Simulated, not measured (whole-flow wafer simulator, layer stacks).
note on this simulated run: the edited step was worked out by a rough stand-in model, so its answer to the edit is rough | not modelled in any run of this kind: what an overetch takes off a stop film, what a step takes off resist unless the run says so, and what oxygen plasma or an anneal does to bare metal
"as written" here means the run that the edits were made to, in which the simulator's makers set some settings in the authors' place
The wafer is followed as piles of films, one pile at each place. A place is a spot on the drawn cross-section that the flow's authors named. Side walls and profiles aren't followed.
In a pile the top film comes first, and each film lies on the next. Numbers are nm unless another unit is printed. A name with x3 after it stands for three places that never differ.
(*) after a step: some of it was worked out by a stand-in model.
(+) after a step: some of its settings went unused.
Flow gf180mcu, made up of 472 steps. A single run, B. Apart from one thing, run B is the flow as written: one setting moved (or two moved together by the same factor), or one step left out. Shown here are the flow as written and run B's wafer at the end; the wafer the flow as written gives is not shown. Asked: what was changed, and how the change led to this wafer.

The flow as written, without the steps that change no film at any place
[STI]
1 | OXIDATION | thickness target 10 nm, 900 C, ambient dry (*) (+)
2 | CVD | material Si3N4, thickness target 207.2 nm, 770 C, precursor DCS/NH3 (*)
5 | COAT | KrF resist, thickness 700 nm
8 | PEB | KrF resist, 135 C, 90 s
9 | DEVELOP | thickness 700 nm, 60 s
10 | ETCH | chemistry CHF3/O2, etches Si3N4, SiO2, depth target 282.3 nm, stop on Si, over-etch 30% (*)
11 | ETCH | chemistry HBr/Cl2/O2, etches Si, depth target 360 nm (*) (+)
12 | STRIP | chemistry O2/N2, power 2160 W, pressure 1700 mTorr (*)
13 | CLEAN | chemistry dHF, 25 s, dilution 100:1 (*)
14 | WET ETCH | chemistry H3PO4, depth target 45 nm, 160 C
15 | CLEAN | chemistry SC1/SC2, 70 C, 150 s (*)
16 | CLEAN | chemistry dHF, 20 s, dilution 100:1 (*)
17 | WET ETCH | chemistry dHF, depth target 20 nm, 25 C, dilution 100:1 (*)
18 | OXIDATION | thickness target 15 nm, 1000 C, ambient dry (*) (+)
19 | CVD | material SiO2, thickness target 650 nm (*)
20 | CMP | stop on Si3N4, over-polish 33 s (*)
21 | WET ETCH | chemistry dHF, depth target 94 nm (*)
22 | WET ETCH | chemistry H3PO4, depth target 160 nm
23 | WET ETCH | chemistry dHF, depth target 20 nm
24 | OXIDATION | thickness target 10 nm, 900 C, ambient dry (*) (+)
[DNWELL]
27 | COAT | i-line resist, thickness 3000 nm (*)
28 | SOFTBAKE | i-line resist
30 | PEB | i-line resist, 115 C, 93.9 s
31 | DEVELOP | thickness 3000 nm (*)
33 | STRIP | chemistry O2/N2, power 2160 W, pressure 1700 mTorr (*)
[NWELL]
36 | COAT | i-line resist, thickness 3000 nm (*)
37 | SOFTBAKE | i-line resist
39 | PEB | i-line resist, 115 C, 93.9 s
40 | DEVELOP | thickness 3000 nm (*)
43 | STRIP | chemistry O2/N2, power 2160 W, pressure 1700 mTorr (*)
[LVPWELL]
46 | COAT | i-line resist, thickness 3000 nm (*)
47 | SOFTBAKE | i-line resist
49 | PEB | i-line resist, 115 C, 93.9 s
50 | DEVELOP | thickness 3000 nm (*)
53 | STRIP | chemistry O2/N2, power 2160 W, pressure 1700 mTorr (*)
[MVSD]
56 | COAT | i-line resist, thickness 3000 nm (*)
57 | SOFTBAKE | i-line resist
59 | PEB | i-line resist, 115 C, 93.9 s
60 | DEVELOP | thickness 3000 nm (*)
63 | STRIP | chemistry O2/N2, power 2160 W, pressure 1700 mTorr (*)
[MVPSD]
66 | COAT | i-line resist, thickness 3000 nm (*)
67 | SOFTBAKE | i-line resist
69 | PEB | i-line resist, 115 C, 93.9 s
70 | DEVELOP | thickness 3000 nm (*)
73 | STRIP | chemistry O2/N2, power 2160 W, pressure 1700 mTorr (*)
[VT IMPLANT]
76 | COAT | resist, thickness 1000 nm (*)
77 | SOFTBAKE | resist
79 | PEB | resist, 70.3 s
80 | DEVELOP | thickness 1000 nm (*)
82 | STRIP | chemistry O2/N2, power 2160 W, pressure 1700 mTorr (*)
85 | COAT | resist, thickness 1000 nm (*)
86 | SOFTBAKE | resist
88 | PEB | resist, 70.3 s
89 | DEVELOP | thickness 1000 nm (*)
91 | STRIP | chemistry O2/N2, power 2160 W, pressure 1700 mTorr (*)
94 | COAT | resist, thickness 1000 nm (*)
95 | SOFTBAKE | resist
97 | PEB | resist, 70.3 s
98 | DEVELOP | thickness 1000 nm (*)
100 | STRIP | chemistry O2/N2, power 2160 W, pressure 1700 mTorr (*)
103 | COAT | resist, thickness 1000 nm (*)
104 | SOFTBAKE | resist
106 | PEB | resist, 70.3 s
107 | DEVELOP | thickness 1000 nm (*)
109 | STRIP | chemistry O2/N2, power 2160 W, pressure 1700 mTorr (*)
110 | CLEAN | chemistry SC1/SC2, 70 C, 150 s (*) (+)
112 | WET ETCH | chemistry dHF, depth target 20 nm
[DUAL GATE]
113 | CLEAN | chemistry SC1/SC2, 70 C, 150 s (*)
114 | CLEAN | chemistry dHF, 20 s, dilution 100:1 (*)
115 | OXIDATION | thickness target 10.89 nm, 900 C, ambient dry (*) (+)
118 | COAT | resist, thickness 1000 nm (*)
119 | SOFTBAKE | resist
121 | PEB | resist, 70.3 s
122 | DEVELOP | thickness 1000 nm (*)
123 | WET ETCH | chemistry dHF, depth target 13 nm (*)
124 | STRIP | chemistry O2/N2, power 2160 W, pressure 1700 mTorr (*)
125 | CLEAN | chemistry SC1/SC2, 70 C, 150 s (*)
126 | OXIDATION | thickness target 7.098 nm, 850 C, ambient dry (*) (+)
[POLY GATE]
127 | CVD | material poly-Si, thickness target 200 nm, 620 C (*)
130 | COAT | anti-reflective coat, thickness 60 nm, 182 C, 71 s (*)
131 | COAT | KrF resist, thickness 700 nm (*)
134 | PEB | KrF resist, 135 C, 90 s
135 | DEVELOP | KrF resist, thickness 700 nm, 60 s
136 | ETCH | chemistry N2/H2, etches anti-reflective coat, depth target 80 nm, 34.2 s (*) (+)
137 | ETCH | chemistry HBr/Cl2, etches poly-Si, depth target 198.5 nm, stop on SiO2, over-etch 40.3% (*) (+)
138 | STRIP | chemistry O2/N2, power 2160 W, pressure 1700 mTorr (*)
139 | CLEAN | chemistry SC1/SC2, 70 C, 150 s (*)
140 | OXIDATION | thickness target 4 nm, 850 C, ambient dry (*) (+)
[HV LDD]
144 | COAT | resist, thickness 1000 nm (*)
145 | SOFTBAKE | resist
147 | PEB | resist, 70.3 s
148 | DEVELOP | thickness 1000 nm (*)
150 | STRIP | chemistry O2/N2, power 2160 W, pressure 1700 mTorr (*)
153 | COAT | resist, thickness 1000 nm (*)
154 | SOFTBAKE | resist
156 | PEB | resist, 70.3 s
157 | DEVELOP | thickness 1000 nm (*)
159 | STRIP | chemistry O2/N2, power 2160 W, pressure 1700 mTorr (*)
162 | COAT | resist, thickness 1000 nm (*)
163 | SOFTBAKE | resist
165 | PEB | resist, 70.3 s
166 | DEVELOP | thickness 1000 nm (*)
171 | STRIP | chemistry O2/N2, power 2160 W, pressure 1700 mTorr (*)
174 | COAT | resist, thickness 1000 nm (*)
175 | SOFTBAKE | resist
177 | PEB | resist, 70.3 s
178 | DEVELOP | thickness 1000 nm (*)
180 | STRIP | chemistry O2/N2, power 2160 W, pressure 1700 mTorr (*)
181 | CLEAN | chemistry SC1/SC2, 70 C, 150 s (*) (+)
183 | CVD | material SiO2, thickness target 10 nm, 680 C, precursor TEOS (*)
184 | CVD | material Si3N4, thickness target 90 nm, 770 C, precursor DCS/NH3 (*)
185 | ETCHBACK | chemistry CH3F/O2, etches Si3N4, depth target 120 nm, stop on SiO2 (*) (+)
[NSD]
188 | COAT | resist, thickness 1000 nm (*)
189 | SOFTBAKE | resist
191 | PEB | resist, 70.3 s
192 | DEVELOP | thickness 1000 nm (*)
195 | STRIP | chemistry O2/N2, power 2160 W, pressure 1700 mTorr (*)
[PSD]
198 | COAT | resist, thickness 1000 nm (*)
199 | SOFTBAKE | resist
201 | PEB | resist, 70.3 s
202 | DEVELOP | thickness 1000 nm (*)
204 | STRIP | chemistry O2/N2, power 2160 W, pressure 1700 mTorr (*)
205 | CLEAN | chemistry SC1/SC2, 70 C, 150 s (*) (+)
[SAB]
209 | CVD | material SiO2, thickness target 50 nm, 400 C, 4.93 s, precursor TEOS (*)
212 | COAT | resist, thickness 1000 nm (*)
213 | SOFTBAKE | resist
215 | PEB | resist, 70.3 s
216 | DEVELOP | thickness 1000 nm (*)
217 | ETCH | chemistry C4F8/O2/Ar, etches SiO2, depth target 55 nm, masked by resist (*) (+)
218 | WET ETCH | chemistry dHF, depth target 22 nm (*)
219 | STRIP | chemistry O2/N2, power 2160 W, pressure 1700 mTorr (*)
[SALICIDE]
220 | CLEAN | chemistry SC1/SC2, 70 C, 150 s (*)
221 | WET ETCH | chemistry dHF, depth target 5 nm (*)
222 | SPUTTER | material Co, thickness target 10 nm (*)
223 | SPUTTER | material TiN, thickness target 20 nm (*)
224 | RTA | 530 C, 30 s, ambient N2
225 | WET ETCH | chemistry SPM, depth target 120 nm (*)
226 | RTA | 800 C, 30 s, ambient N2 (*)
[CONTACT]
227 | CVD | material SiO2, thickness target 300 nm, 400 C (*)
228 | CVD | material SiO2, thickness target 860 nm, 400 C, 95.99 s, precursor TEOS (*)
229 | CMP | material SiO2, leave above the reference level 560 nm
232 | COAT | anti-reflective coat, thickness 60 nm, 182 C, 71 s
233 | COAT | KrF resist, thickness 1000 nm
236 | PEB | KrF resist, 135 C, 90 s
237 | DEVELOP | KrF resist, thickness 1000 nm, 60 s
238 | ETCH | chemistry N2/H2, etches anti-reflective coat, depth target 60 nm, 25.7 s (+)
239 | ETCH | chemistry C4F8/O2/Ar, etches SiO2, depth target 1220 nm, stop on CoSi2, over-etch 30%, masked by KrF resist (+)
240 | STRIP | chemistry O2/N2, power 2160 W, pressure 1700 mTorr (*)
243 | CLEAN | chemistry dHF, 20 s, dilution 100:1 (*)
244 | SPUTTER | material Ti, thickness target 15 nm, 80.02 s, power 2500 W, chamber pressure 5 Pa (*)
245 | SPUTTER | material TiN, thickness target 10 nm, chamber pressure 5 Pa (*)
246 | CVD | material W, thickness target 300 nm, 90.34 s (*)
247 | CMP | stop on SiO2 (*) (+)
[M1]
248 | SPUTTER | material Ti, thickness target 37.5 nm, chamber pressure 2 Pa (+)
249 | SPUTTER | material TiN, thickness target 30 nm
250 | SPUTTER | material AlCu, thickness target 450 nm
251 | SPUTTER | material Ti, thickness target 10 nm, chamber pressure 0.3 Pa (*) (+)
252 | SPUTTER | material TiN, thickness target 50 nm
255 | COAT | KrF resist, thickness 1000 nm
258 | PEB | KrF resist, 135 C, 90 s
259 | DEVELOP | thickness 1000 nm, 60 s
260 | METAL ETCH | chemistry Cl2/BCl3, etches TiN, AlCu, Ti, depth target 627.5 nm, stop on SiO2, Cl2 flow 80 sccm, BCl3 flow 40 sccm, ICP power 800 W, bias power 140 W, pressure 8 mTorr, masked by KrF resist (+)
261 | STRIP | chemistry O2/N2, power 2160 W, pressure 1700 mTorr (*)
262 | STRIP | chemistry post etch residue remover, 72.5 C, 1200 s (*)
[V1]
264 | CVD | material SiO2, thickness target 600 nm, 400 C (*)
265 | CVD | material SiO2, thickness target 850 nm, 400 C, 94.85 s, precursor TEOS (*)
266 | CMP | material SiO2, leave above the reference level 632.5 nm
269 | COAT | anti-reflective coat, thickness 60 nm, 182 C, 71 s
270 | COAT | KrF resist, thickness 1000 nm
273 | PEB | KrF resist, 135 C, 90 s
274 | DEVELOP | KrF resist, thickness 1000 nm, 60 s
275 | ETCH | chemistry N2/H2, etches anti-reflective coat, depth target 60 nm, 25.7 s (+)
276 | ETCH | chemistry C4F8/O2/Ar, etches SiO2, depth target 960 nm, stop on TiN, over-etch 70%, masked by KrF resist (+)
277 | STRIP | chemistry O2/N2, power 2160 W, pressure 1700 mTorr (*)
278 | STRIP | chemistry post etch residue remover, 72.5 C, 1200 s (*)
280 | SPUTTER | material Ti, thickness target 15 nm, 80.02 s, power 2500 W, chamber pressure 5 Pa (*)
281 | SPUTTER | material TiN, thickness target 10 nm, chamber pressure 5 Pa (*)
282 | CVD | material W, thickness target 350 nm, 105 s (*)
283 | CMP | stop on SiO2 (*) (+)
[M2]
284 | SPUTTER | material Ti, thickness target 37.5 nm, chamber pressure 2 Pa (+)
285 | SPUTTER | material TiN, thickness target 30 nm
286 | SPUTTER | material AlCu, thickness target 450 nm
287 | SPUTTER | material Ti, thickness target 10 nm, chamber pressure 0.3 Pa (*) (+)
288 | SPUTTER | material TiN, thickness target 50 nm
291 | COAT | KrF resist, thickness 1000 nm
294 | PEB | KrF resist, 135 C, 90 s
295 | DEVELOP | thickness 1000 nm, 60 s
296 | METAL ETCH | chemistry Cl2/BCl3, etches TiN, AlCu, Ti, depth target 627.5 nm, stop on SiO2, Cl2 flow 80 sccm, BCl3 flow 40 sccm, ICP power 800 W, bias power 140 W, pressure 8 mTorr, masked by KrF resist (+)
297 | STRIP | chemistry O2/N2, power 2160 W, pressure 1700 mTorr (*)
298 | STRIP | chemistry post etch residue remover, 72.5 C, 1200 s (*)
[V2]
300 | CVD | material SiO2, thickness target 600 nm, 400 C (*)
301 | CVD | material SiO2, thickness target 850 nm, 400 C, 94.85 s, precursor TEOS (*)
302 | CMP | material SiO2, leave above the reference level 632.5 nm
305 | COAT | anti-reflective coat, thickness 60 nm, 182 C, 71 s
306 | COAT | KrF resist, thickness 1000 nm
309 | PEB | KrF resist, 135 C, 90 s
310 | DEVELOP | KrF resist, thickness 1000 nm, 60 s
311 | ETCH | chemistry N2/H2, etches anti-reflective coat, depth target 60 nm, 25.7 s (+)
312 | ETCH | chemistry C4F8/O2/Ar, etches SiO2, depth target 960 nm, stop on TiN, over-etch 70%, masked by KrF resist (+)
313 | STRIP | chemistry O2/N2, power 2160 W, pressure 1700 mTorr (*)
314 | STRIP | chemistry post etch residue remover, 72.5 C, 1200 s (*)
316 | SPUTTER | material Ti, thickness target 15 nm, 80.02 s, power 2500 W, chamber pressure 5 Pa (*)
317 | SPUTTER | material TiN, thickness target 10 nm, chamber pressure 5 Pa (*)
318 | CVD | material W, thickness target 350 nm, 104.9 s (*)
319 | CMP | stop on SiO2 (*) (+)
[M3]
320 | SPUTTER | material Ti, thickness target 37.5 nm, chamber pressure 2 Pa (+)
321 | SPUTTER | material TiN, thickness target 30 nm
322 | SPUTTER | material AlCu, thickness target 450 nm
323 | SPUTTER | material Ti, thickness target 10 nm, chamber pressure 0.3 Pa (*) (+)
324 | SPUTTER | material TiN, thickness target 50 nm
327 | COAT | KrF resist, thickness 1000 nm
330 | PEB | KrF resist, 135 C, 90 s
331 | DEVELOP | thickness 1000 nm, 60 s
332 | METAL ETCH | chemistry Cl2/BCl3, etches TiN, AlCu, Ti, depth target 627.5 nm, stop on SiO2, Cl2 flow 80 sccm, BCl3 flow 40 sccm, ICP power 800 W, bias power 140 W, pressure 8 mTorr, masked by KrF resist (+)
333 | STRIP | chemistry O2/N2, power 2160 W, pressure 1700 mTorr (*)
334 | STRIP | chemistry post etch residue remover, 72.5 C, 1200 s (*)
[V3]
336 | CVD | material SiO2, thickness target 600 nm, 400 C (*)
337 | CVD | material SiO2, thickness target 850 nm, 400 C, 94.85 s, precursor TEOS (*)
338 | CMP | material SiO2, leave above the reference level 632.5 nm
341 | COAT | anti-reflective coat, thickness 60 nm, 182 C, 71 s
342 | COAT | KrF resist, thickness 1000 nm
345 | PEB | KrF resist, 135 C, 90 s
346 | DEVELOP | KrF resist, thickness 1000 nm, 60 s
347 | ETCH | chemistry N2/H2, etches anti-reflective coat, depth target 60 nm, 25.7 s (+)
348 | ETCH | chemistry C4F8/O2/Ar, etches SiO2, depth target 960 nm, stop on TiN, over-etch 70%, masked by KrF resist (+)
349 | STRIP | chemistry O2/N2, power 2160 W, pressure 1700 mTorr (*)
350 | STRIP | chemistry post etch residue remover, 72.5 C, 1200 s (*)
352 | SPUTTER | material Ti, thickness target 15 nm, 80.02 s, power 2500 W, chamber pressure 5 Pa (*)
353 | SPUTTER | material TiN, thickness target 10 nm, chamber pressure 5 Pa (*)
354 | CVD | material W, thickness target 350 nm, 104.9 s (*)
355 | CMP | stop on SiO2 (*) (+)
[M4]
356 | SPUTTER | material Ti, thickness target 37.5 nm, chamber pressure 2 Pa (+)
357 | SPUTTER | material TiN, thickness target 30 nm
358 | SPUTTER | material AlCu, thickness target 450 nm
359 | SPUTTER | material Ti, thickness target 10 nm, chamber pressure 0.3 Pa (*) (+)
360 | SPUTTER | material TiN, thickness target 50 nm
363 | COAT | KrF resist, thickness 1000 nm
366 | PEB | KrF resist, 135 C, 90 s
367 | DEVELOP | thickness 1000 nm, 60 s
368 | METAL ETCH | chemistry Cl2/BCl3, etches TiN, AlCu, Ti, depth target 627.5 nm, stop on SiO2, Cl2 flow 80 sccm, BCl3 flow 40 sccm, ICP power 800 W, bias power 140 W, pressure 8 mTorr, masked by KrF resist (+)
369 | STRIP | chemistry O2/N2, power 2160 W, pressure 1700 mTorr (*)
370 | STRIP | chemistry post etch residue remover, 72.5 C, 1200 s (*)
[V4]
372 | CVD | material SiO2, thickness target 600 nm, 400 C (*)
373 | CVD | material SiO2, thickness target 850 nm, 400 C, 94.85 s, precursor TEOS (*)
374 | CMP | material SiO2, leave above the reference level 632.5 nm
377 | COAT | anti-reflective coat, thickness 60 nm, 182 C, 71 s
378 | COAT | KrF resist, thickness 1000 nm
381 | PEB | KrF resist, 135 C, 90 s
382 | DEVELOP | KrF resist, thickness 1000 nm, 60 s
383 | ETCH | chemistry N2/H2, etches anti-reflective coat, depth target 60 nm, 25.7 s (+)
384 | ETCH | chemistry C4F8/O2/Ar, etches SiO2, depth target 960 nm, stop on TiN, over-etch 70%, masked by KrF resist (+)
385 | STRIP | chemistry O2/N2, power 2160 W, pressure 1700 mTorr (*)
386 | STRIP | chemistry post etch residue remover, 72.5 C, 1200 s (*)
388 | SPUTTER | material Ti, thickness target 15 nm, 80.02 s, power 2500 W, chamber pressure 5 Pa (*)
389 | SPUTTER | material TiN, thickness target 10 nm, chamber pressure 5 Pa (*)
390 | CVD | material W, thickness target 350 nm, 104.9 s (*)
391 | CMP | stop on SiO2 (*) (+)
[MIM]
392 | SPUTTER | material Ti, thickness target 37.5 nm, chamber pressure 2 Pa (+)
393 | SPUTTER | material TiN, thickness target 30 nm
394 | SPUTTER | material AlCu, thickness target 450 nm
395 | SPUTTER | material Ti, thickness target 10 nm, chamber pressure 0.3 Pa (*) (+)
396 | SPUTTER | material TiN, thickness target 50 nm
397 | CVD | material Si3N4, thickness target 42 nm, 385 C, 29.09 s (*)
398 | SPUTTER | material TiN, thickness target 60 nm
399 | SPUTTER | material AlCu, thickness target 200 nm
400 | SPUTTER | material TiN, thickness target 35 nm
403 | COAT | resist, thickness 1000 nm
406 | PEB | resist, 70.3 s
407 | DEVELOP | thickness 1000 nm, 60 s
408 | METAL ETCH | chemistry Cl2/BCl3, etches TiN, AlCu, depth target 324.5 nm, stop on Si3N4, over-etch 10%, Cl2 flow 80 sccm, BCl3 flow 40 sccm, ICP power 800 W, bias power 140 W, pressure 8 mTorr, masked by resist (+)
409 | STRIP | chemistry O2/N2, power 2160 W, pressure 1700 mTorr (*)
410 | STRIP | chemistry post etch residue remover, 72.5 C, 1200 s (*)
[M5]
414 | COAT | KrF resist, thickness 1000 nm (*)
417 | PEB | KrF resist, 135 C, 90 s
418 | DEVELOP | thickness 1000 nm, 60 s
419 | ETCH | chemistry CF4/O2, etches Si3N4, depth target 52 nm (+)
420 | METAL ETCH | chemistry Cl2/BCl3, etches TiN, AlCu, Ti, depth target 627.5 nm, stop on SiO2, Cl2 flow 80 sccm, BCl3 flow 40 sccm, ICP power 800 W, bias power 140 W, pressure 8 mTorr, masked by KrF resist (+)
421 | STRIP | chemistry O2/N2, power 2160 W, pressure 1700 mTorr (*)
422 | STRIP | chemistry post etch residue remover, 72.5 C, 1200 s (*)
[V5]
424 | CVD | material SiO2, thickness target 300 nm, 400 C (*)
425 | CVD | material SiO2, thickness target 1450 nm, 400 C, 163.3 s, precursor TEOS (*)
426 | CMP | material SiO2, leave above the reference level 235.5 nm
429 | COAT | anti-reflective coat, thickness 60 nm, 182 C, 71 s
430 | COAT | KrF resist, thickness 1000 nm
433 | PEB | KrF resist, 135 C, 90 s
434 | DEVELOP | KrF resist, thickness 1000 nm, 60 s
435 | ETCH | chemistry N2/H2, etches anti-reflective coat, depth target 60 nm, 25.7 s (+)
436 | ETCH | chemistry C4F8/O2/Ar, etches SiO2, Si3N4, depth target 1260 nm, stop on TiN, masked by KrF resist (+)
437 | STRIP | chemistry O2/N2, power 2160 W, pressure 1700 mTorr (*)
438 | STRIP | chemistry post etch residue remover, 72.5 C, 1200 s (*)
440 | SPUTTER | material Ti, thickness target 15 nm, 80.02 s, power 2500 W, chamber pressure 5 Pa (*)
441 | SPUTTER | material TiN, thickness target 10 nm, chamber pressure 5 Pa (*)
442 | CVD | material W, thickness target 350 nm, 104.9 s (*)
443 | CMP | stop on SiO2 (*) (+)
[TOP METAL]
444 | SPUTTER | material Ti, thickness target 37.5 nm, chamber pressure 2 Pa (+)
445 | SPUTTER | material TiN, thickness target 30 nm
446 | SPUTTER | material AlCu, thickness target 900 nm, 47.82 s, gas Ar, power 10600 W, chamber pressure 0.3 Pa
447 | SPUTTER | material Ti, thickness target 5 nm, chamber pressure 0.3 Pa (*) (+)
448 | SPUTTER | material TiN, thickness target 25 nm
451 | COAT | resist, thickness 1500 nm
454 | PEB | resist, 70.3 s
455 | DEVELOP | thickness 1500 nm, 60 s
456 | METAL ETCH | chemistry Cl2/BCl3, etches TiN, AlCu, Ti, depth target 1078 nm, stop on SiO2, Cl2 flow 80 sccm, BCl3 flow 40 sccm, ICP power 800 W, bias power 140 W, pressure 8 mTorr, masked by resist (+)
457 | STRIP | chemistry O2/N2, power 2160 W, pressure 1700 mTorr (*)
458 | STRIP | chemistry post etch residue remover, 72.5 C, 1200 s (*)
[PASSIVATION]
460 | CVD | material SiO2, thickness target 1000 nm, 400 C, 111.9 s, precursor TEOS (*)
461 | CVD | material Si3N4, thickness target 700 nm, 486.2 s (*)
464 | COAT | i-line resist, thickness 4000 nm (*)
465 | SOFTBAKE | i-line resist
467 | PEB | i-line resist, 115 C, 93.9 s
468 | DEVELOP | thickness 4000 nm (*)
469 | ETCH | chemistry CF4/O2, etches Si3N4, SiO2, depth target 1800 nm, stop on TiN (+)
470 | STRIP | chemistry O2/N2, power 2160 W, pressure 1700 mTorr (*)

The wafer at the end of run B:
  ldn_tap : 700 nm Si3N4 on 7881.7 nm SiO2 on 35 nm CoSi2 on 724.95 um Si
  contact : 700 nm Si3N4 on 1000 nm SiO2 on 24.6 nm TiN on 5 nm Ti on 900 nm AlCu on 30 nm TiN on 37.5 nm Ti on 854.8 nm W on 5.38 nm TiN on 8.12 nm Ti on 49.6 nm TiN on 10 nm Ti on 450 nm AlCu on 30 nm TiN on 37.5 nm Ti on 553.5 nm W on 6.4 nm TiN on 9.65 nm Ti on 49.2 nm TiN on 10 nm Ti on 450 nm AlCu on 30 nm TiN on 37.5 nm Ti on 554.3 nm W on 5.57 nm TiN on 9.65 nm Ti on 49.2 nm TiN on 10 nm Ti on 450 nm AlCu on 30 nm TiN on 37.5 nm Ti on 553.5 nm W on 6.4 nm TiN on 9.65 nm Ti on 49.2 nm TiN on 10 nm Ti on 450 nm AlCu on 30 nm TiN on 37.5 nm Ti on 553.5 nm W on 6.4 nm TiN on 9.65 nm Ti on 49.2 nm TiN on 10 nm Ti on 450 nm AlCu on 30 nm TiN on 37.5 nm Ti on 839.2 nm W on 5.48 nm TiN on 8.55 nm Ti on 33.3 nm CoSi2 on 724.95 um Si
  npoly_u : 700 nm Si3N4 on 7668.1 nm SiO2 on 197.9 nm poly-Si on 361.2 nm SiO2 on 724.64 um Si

The reason: step 353, SPUTTER: thickness target 8.7 nm was run, while the flow as written has thickness target 10 nm.

The path from the change to this, step by step:
  353 | SPUTTER | material TiN, thickness target 10 nm, chamber pressure 5 Pa (*)
      field, field__w1, field__w2 and 107 more: +8.7 TiN (new film) (as written it would have been: +10 TiN (new film))
      contact: +5.57 TiN (new film) (as written it would have been: +6.4 TiN (new film))
  355 | CMP | stop on SiO2 (*) (+)
      field, field__w1, field__w2 and 107 more: -350 W (all of it), -8.7 TiN (all of it), -15 Ti (all of it), -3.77 SiO2 (as written it would have been: -350 W (all of it), -10 TiN (all of it), -15 Ti (all of it), -3.78 SiO2)
